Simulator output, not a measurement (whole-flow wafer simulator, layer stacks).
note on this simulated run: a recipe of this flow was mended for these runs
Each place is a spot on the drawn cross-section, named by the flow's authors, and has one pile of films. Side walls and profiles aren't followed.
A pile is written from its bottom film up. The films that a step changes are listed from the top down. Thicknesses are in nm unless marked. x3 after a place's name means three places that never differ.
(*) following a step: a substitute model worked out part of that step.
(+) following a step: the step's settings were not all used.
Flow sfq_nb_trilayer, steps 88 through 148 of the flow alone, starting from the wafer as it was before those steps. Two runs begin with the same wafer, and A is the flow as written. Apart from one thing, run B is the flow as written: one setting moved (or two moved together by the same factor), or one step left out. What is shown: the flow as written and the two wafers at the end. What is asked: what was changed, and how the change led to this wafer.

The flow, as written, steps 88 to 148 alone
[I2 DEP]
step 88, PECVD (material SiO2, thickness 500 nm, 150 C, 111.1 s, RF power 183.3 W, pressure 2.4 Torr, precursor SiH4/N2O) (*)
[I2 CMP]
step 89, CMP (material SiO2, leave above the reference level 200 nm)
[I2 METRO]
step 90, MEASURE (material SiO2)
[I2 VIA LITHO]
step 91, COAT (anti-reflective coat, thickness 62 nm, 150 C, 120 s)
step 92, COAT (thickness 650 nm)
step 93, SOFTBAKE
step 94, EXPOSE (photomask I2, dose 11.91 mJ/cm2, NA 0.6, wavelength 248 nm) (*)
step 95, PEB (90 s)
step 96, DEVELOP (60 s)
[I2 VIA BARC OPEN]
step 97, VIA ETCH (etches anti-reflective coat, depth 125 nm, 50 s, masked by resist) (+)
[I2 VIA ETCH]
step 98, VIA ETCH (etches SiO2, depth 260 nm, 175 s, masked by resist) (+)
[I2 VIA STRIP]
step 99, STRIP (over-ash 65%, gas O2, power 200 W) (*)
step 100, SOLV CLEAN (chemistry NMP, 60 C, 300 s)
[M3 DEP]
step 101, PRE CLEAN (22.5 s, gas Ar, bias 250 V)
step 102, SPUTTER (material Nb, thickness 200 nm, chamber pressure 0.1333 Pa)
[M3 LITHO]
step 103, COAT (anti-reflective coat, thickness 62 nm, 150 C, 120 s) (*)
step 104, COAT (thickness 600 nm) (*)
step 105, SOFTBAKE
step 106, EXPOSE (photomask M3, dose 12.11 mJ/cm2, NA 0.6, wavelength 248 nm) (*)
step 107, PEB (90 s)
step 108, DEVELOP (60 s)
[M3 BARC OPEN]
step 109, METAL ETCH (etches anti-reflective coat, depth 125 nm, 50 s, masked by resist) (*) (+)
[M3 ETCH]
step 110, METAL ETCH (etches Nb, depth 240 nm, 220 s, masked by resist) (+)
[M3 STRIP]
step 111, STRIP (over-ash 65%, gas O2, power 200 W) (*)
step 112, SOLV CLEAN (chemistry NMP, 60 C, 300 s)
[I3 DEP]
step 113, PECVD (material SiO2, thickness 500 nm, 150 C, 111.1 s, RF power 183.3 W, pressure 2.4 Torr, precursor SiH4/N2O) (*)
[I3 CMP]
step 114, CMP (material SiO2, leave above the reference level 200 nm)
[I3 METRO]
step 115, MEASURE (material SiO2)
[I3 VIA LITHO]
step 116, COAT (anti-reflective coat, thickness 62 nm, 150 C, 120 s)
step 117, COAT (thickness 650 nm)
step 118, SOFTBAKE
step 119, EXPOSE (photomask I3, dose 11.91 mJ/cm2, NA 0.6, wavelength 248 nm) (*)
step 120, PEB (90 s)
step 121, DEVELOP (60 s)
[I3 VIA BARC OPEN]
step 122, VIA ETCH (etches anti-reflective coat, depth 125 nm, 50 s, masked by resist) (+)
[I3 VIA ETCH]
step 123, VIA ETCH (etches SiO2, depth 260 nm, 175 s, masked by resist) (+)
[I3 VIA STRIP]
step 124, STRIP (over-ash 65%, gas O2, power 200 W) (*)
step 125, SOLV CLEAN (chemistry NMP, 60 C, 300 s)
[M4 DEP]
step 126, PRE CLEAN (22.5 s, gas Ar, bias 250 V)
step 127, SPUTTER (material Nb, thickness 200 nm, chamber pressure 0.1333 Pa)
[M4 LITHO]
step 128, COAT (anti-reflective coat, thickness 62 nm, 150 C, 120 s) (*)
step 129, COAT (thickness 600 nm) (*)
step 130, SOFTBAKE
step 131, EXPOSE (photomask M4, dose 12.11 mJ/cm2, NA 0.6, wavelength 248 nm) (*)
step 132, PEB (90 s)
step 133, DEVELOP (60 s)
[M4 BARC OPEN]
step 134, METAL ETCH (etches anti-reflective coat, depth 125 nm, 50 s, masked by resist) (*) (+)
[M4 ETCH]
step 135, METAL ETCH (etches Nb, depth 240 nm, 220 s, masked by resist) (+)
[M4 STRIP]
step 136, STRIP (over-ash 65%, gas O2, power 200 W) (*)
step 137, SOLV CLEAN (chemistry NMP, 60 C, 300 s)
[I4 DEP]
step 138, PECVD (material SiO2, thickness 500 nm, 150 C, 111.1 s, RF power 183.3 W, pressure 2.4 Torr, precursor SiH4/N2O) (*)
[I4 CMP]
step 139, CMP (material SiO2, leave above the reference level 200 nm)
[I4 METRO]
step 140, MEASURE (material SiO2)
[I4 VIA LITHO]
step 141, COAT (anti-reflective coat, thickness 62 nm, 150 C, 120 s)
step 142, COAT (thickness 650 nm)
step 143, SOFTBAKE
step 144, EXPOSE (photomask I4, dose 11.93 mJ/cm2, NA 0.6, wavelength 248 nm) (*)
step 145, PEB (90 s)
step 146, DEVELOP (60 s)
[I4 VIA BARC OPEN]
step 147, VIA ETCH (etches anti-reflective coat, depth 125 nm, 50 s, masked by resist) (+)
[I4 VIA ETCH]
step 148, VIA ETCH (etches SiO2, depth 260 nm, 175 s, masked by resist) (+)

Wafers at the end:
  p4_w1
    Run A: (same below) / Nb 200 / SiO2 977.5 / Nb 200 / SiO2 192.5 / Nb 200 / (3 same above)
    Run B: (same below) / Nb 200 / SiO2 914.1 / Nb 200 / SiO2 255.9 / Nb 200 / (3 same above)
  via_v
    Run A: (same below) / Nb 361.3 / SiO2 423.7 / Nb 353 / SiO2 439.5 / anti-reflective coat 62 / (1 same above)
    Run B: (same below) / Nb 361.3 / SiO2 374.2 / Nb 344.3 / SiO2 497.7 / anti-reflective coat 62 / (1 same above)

What caused this: step 88, PECVD: thickness 340.6 nm was run, while the flow as written has thickness 500 nm; step 88, PECVD: 75.69 s was run, where the flow has 111.1 s.

How this came from the change, step by step:
  step 88, PECVD (material SiO2, thickness 500 nm, 150 C, 111.1 s, RF power 183.3 W, pressure 2.4 Torr, precursor SiH4/N2O) (*)
      field_l, be, be_sur and 81 more: A SiO2 gains 500 | B SiO2 gains 340.6
      v_sur, via_wl, via_w and 18 more: A SiO2 gains 500 (new film) | B SiO2 gains 340.6 (new film)
      (as well as at 1 more place)
  step 89, CMP (material SiO2, leave above the reference level 200 nm)
      field_l, be, be_sur and 81 more: A SiO2 loses 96 | B nothing
      via_v: A SiO2 loses 181.6 | B nothing
      (as well as at 21 more places)
  step 91, COAT (anti-reflective coat, thickness 62 nm, 150 C, 120 s)
      wl_d_sr, m0r_space_l, m0r_space_r, m6r_space_l x2, m6r_space_r x2: A anti-reflective coat gains 62 (new film) | B anti-reflective coat gains 79.5 (new film)
      m0r_line_l x3, m0r_line_r x3: A anti-reflective coat gains 62 (new film) | B anti-reflective coat gains 70.8 (new film)
      (as well as at 54 more places)
  step 92, COAT (thickness 650 nm)
      via_wl, wl_e_m5: A KrF-resist-other-grade gains 650 (new film) | B KrF-resist-other-grade gains 630.4 (new film)
      m5r_line_l, m5r_line_r: A KrF-resist-other-grade gains 650 (new film) | B KrF-resist-other-grade gains 663.3 (new film)
      (as well as at 12 more places)
  step 96, DEVELOP (60 s)
      via_w: A KrF-resist-other-grade loses 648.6 (all of it) | B KrF-resist-other-grade loses 626.7 (all of it)
  step 97, VIA ETCH (etches anti-reflective coat, depth 125 nm, 50 s, masked by resist) (+)
      via_w: A anti-reflective coat loses 62 (all of it), SiO2 loses 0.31 | B anti-reflective coat loses 59.4 (all of it), SiO2 loses 0.33
  step 99, STRIP (over-ash 65%, gas O2, power 200 W) (*)
      m0r_line_l x3, m0r_line_r x3: A KrF-resist-other-grade loses 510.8 (all of it), anti-reflective coat loses 62 (all of it) | B KrF-resist-other-grade loses 520.3 (all of it), anti-reflective coat loses 70.8 (all of it)
      m0r_space_l, m0r_space_r, m6r_space_l x2, m6r_space_r x2: A KrF-resist-other-grade loses 510.8 (all of it), anti-reflective coat loses 62 (all of it) | B KrF-resist-other-grade loses 513.1 (all of it), anti-reflective coat loses 79.5 (all of it)
      (as well as at 56 more places)
  step 103, COAT (anti-reflective coat, thickness 62 nm, 150 C, 120 s) (*)
      m0r_line_l x3, m0r_line_r x3: A anti-reflective coat gains 62 (new film) | B anti-reflective coat gains 68.8 (new film)
      m0r_space_l, m0r_space_r, m6r_space_l x2, m6r_space_r x2: A anti-reflective coat gains 62 (new film) | B anti-reflective coat gains 77.2 (new film)
      (as well as at 53 more places)
  step 104, COAT (thickness 600 nm) (*)
      v_sur: A KrF-resist-other-grade gains 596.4 (new film) | B KrF-resist-other-grade gains 579.2 (new film)
      via_wl: A KrF-resist-other-grade gains 616.5 (new film) | B KrF-resist-other-grade gains 591 (new film)
      (as well as at 13 more places)
  step 108, DEVELOP (60 s)
      wl_d_sl: A KrF-resist-other-grade loses 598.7 (all of it) | B KrF-resist-other-grade loses 615.1 (all of it)
      wl_d_m1: A KrF-resist-other-grade loses 598.7 (all of it) | B KrF-resist-other-grade loses 621.2 (all of it)
      (as well as at 6 more places)
  step 109, METAL ETCH (etches anti-reflective coat, depth 125 nm, 50 s, masked by resist) (*) (+)
      m0r_line_l x3, m0r_line_r x3: A anti-reflective coat loses 62 (all of it) | B anti-reflective coat loses 68.8 (all of it)
      m0r_space_l, m0r_space_r, m6r_space_l x2, m6r_space_r x2: A anti-reflective coat loses 62 (all of it) | B anti-reflective coat loses 77.2 (all of it)
      (as well as at 35 more places)
  step 111, STRIP (over-ash 65%, gas O2, power 200 W) (*)
      v_sur: A KrF-resist-other-grade loses 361 (all of it), anti-reflective coat loses 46 (all of it) | B KrF-resist-other-grade loses 343.8 (all of it), anti-reflective coat loses 33.3 (all of it)
      via_wl: A KrF-resist-other-grade loses 381.1 (all of it), anti-reflective coat loses 16.7 (all of it) | B KrF-resist-other-grade loses 355.7 (all of it), anti-reflective coat loses 15.6 (all of it)
      (as well as at 21 more places)
  step 114, CMP (material SiO2, leave above the reference level 200 nm)
      field_l, be, be_sur and 64 more: A SiO2 loses 96 | B SiO2 loses 32.6
      p4_w1, p4_w2, p4_w3 and 6 more: A SiO2 loses 300 | B SiO2 loses 236.6
      (as well as at 9 more places)
  step 123, VIA ETCH (etches SiO2, depth 260 nm, 175 s, masked by resist) (+)
      via_v: A SiO2 loses 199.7 (all of it), Nb loses 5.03 | B SiO2 loses 252.1 (all of it), Nb loses 0.66
  step 127, SPUTTER (material Nb, thickness 200 nm, chamber pressure 0.1333 Pa)
      via_v: A Nb gains 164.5 | B Nb gains 154.3
  step 128, COAT (anti-reflective coat, thickness 62 nm, 150 C, 120 s) (*)
      via_v: A anti-reflective coat gains 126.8 (new film) | B anti-reflective coat gains 137.3 (new film)
  ... another 2 steps ...
  step 138, PECVD (material SiO2, thickness 500 nm, 150 C, 111.1 s, RF power 183.3 W, pressure 2.4 Torr, precursor SiH4/N2O) (*)
      via_v: A SiO2 gains 621.2 (new film) | B SiO2 gains 679.3 (new film)
